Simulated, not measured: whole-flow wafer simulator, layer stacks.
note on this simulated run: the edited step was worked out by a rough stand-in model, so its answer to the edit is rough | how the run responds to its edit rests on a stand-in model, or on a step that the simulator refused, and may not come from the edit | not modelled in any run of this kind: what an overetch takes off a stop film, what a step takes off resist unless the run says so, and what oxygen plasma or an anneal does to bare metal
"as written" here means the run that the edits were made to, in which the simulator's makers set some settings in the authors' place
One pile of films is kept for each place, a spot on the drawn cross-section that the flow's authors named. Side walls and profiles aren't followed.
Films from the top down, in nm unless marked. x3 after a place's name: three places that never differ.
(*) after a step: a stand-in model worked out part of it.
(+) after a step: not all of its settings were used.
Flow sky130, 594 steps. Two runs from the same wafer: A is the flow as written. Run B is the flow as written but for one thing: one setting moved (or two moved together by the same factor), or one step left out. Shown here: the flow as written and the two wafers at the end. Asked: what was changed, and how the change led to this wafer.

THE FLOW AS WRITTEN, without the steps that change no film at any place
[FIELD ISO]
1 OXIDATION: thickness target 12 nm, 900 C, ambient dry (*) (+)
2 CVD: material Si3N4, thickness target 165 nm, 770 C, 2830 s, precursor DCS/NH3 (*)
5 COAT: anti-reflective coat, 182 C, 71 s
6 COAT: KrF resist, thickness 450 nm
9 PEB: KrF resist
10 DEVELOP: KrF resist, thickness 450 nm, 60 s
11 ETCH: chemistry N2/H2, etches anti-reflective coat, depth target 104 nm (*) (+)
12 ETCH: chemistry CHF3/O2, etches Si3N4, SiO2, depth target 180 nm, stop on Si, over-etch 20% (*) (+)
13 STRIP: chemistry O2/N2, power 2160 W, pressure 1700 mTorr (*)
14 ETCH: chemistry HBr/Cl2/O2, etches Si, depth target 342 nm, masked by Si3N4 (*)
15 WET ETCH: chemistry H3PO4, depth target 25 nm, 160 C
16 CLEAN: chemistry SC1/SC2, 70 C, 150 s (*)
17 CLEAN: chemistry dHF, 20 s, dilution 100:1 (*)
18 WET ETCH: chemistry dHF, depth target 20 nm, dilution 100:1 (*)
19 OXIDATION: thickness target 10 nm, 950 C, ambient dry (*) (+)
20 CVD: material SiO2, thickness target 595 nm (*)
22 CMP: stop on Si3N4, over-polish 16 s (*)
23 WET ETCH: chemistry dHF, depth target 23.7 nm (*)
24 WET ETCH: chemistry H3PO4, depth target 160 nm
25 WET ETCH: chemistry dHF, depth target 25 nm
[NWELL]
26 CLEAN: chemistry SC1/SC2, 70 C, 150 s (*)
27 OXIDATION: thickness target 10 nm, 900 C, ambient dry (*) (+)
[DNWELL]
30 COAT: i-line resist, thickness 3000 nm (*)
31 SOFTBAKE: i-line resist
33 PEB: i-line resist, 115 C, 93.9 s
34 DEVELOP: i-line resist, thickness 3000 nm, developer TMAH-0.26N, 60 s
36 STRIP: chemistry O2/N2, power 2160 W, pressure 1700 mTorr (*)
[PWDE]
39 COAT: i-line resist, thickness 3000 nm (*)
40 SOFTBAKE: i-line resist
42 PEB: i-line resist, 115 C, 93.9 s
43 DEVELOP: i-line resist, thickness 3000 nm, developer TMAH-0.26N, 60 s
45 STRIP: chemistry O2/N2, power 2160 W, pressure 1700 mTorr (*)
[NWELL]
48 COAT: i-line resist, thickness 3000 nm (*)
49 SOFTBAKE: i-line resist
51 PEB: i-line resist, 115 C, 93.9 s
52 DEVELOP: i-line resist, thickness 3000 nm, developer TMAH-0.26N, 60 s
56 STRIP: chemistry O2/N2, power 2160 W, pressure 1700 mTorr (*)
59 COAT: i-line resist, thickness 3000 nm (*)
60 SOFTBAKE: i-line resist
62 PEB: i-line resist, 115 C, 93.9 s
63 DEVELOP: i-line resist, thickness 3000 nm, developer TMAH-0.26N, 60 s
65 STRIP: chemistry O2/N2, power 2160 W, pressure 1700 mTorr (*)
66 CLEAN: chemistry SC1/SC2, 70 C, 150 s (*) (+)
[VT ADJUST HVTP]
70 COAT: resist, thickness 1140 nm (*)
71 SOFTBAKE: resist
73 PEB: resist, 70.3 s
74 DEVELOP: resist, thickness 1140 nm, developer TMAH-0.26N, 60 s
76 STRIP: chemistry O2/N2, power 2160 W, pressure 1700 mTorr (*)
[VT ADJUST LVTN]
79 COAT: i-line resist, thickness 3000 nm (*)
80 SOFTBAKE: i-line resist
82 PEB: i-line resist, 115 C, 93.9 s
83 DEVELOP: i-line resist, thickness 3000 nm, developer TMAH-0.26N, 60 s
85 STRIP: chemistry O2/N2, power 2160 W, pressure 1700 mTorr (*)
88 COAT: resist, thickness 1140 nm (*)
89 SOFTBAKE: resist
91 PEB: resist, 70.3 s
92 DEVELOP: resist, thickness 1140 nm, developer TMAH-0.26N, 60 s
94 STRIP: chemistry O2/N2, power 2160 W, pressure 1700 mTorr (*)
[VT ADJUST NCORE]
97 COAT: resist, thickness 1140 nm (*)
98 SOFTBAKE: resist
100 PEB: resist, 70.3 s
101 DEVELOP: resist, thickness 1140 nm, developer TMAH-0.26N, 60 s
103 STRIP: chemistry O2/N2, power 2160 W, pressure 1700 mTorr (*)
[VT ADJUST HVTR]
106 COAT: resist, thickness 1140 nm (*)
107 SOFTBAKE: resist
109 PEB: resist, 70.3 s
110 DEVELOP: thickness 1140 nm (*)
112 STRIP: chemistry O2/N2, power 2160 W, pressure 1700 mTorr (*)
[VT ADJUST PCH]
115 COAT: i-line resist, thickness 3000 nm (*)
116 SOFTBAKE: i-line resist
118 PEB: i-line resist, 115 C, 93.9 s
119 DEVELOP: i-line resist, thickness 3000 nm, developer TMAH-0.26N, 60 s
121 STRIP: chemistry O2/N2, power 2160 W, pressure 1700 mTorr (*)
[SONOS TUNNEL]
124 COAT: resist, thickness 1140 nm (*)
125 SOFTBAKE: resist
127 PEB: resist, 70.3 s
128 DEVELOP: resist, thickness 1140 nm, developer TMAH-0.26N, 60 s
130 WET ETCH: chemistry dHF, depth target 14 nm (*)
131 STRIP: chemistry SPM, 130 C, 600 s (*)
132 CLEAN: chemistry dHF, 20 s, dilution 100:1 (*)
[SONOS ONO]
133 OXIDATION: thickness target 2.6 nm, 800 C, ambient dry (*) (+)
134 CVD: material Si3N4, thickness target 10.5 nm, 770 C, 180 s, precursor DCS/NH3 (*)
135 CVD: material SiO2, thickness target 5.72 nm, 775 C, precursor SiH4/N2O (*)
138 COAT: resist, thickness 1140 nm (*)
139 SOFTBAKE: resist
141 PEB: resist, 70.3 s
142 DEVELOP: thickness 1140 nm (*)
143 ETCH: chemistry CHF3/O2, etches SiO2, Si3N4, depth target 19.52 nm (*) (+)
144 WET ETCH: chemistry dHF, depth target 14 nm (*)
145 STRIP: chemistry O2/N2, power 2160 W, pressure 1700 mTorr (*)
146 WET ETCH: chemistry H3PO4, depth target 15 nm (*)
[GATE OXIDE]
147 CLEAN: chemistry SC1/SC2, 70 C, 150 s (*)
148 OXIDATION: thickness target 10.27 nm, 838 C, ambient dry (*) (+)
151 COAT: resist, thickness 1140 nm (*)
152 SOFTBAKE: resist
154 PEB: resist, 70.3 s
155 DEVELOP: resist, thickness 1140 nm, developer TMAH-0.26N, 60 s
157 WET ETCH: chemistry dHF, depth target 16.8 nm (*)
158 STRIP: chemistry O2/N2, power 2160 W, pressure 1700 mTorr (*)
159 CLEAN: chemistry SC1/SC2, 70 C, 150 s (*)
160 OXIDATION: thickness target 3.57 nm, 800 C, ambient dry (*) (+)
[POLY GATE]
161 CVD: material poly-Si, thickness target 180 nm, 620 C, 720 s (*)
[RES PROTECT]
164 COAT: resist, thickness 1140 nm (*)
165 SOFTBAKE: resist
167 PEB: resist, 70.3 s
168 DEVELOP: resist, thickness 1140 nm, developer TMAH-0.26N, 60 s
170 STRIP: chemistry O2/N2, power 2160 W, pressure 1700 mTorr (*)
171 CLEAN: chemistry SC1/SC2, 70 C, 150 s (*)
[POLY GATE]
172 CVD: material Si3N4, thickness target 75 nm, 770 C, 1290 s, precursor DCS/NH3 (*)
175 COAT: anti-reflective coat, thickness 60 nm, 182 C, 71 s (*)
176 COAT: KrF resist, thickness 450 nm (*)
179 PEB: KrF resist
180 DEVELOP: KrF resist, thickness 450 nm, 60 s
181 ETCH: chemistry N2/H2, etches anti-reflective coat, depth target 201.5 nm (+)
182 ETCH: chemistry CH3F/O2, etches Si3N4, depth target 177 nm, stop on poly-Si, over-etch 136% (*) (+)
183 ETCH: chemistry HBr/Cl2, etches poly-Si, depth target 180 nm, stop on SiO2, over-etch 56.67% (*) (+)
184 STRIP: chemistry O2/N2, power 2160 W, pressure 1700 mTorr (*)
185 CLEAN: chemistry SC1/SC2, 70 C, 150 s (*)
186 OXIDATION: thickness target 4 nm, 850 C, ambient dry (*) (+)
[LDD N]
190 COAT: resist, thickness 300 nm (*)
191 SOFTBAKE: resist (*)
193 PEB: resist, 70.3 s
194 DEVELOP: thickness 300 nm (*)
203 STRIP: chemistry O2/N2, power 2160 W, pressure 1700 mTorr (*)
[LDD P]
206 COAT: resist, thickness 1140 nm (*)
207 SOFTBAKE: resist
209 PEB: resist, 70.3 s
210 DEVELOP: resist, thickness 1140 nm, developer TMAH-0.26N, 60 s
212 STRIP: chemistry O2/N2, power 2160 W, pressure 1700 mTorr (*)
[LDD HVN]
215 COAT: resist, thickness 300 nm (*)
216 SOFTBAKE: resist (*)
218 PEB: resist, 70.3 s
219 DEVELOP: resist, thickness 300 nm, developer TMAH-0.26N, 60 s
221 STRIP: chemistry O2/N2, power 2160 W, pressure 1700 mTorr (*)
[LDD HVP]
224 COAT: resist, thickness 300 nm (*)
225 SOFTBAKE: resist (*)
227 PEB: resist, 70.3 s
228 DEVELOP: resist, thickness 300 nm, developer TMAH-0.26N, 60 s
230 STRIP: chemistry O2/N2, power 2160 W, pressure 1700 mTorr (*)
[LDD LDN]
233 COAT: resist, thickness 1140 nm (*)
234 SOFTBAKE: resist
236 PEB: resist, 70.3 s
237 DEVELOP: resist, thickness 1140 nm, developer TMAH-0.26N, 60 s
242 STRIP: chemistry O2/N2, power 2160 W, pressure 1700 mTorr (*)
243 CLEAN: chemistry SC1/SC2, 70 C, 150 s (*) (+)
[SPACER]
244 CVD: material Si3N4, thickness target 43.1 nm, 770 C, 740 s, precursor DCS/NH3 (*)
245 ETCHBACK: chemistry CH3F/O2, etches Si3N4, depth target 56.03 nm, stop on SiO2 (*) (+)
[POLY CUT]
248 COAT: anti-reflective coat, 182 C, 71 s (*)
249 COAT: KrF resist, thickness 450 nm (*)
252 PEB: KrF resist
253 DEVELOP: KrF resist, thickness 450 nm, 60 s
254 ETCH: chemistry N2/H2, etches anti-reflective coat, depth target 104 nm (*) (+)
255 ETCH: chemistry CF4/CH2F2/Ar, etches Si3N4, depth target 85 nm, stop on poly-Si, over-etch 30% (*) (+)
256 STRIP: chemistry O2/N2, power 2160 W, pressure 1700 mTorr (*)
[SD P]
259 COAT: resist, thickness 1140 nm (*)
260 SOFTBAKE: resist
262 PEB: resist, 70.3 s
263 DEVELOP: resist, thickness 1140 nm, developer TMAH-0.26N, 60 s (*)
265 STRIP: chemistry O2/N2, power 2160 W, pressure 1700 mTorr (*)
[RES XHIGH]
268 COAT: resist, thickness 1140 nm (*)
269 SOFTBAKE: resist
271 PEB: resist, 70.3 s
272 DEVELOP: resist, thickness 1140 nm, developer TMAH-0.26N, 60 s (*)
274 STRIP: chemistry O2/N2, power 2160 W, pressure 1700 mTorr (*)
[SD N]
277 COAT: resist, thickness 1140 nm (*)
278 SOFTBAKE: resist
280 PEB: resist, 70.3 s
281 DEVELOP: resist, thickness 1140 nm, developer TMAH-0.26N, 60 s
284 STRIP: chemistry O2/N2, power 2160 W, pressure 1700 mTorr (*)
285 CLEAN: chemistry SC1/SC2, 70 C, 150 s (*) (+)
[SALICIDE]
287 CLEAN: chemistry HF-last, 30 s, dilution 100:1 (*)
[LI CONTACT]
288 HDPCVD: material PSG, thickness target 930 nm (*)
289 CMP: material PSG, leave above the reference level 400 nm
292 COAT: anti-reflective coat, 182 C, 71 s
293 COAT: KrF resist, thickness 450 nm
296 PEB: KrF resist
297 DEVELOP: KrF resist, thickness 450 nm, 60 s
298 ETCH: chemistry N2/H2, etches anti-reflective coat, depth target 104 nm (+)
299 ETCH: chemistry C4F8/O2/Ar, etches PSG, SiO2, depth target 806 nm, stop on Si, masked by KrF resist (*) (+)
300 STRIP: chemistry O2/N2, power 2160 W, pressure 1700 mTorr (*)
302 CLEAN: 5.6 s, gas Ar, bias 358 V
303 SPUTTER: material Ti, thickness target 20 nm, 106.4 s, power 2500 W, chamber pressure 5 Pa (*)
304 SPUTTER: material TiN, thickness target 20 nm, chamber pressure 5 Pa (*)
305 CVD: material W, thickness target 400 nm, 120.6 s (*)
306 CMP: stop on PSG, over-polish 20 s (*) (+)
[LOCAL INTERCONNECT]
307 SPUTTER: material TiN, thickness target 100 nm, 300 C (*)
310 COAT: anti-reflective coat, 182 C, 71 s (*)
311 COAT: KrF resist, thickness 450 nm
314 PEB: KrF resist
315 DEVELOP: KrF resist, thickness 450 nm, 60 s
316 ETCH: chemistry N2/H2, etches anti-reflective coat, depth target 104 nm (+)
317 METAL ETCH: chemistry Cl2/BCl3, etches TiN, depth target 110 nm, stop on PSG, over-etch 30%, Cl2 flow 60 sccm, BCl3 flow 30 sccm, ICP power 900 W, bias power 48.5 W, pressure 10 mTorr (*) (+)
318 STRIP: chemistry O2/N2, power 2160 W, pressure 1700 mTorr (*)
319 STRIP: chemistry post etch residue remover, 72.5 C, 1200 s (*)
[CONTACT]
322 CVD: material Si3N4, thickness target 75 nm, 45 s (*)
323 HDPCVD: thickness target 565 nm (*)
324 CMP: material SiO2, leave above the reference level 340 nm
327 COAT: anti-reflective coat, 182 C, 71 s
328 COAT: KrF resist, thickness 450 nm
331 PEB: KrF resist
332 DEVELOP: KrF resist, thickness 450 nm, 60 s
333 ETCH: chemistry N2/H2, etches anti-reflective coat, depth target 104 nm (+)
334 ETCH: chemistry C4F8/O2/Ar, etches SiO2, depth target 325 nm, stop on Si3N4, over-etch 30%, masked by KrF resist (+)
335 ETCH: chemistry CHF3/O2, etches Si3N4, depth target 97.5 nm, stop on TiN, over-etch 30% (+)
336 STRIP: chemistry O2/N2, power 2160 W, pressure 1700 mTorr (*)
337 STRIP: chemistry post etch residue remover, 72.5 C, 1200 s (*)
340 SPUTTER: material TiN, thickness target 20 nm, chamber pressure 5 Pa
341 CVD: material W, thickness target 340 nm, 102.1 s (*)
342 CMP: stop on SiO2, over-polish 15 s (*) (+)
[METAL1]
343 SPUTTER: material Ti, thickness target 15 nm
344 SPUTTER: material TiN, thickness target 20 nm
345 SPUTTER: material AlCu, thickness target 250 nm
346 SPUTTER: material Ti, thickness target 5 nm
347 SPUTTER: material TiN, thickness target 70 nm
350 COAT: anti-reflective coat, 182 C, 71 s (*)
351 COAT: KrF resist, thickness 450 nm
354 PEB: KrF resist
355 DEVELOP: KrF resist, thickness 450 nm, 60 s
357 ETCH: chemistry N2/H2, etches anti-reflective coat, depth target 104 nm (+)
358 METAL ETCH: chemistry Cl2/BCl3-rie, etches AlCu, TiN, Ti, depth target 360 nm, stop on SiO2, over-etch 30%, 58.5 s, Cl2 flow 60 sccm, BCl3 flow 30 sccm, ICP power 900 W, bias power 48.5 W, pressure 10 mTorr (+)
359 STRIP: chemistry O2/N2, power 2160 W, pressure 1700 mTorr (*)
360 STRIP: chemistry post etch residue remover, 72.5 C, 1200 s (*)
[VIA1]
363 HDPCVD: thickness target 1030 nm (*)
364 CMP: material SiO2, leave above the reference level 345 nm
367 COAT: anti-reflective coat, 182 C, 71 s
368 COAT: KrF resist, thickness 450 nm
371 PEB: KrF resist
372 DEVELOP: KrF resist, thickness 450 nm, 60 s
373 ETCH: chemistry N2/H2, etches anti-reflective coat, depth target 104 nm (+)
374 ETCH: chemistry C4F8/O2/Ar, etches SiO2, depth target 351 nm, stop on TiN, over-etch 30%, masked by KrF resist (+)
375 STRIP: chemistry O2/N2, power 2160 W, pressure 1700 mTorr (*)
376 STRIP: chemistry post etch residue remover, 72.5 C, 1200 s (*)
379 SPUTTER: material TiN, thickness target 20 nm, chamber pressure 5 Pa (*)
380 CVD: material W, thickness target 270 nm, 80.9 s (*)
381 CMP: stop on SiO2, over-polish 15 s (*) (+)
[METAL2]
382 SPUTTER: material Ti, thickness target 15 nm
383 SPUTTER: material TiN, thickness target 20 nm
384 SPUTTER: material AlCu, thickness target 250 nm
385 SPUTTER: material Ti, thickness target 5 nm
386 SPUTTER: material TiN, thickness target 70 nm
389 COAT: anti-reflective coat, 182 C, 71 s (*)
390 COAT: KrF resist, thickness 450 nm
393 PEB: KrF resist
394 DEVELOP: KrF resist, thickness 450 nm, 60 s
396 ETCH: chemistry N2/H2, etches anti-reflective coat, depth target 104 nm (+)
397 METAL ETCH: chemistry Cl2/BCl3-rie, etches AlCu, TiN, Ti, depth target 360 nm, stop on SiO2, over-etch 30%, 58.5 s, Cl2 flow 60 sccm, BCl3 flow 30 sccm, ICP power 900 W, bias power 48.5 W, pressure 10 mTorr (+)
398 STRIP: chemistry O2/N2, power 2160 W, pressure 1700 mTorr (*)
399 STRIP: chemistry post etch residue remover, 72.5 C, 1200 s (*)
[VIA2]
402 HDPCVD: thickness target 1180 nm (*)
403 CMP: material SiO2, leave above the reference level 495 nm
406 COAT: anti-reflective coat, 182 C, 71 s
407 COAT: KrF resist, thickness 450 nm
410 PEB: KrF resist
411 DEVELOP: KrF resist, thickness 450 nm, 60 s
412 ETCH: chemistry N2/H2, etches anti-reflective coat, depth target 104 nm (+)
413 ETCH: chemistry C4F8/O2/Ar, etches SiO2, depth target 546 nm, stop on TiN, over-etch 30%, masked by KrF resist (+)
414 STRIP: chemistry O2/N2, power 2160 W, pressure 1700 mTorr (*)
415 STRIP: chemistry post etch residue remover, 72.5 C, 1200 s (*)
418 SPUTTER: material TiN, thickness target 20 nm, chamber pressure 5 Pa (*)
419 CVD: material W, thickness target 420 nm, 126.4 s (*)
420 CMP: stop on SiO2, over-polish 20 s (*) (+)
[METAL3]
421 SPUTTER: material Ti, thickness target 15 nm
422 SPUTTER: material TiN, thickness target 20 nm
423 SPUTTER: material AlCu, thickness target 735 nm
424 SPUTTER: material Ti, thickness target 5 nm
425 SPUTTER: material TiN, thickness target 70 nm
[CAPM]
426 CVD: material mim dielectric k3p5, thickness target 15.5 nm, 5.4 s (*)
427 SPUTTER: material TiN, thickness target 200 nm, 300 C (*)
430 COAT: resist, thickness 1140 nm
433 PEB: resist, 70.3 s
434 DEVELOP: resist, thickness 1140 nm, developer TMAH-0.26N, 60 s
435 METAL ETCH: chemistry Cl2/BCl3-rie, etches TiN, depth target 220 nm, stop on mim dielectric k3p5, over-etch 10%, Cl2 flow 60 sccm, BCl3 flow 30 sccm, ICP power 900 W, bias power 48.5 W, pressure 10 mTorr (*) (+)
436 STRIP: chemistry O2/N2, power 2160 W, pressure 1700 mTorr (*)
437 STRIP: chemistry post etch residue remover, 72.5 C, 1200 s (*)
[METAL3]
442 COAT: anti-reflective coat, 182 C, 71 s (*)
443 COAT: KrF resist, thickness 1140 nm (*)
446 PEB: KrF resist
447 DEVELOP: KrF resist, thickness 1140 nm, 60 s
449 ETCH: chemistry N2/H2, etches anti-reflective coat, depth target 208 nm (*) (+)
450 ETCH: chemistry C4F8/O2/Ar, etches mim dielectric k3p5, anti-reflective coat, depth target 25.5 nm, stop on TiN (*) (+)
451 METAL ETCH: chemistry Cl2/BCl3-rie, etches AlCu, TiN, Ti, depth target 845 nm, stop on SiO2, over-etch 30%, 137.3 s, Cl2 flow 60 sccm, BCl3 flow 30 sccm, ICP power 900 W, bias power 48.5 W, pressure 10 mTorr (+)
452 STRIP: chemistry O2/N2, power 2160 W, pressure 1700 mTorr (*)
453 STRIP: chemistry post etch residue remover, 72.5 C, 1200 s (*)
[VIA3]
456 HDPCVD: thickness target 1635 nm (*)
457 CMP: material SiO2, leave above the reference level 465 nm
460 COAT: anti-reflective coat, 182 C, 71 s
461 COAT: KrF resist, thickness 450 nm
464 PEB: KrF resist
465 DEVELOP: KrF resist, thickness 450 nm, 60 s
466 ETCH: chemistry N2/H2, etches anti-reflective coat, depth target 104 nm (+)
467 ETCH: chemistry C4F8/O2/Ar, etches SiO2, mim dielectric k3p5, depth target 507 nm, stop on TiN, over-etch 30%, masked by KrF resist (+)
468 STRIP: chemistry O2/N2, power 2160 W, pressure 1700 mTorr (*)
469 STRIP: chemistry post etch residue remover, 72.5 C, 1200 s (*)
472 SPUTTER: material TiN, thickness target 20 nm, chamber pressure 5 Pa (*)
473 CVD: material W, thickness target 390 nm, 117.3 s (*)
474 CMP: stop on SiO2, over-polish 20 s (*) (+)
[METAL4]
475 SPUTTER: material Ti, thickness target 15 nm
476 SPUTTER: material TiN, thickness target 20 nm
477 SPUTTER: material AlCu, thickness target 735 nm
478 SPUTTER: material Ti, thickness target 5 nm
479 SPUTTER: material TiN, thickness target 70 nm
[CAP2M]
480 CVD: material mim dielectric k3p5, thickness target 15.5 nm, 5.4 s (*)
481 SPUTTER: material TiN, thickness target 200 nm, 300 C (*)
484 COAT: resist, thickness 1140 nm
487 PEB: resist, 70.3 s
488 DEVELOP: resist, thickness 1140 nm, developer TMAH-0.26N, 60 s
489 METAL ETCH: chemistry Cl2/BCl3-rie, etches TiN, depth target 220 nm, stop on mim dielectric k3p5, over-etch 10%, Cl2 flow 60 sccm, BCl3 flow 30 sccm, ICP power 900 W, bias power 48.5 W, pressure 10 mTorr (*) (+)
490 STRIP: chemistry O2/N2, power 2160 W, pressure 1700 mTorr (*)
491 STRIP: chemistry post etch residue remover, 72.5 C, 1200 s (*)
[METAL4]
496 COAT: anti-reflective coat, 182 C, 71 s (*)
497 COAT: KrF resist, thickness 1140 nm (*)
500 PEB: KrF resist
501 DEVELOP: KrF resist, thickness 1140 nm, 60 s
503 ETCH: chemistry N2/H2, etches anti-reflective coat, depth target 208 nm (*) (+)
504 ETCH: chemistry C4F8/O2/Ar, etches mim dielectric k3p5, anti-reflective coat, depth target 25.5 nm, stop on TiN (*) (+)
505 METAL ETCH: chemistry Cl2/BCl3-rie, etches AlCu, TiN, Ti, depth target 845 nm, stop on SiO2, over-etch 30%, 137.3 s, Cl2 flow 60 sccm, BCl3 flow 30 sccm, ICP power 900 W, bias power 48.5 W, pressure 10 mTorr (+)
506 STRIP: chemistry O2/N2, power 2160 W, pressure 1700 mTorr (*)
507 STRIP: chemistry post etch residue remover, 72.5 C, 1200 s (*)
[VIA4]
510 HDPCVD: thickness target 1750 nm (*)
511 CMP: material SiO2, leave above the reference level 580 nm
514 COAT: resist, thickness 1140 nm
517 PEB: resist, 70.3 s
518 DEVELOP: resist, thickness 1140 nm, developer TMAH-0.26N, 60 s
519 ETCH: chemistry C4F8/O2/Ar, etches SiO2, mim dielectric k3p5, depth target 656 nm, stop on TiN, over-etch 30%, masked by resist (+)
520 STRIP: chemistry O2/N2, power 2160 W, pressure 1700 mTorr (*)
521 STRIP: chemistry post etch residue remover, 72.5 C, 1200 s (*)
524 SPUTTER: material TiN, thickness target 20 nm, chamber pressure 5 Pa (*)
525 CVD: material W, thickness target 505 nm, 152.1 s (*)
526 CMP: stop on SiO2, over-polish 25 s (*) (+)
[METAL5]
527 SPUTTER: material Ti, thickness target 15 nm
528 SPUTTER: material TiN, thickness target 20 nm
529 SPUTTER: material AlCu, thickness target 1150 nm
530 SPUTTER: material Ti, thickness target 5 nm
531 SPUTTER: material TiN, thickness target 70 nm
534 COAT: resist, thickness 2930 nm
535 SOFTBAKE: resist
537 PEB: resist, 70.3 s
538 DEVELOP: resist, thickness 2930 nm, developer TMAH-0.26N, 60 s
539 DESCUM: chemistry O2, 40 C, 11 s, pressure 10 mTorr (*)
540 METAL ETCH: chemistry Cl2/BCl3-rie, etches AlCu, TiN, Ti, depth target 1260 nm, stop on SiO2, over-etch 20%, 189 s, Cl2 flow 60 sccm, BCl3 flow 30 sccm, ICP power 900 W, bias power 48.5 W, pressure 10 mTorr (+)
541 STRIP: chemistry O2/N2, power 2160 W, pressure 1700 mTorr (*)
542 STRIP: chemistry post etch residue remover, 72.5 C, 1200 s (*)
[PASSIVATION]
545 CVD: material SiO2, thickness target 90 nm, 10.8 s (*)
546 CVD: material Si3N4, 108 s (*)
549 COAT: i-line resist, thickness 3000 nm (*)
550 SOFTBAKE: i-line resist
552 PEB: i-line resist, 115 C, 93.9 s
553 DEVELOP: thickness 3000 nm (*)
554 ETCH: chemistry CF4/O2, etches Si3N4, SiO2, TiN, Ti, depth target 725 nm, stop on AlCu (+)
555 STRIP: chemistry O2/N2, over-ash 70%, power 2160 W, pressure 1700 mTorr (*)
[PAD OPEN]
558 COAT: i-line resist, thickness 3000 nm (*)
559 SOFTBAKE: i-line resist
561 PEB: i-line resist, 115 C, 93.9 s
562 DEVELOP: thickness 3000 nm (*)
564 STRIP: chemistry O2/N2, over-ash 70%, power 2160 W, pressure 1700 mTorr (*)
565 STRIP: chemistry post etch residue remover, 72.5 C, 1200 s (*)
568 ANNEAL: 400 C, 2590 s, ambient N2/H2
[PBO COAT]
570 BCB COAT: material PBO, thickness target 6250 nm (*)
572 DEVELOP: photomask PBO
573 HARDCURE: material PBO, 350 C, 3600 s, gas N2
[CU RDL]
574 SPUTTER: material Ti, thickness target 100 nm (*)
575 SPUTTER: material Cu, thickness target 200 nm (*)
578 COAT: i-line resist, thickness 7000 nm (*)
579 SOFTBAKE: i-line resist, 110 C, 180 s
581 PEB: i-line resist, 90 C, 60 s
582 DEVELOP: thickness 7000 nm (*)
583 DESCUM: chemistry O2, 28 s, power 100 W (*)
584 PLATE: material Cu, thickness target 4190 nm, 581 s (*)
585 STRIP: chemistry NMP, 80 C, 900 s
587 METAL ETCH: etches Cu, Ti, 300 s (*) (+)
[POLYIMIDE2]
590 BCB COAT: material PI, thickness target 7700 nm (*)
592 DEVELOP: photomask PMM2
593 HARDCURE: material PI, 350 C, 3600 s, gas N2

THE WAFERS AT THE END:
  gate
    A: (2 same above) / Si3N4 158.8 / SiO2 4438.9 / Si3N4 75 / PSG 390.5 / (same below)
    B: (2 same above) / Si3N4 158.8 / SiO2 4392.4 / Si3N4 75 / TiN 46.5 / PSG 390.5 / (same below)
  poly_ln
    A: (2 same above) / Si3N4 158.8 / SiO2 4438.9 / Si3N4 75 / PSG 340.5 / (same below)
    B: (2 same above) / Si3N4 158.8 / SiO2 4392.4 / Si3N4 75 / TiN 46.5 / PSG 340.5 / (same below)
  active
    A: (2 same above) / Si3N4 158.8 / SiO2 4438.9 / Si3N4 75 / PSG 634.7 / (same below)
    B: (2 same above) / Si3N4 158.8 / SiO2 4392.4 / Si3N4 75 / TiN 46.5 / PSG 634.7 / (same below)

The cause: step 317, METAL ETCH: depth target 51.7 nm was run, where the flow has depth target 110 nm.

How the change led to this, step by step:
  317 METAL ETCH: chemistry Cl2/BCl3, etches TiN, depth target 110 nm, stop on PSG, over-etch 30%, Cl2 flow 60 sccm, BCl3 flow 30 sccm, ICP power 900 W, bias power 48.5 W, pressure 10 mTorr (*) (+)
      field, active, gate and 88 more: A TiN -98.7 (all of it) | B TiN -51.7
      n_well, p_well, gate_hv and 97 more: A KrF resist -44 | B KrF resist -20.7
  318 STRIP: chemistry O2/N2, power 2160 W, pressure 1700 mTorr (*)
      n_well, p_well, gate_hv and 88 more: A KrF resist -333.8 (all of it), anti-reflective coat -80 (all of it) | B KrF resist -357.1 (all of it), anti-reflective coat -80 (all of it)
      drift_dnw, nw_fld, nw_fld__w1, ndiff_licon_rim, pnp_par_nw: A KrF resist -333.8 (all of it), anti-reflective coat -80 (all of it) | B KrF resist -357.2 (all of it), anti-reflective coat -80 (all of it)
      (and at 4 more places)
  324 CMP: material SiO2, leave above the reference level 340 nm
      field, active, gate and 88 more: A SiO2 -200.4 | B SiO2 -247
Counting metal films that touch as one body, gate has 1 body; the flow as written gives 0 bodies.
Counting metal films that touch as one body, poly_ln has 1 body; the flow as written gives 0 bodies.
Counting metal films that touch as one body, active has 1 body; the flow as written gives 0 bodies.
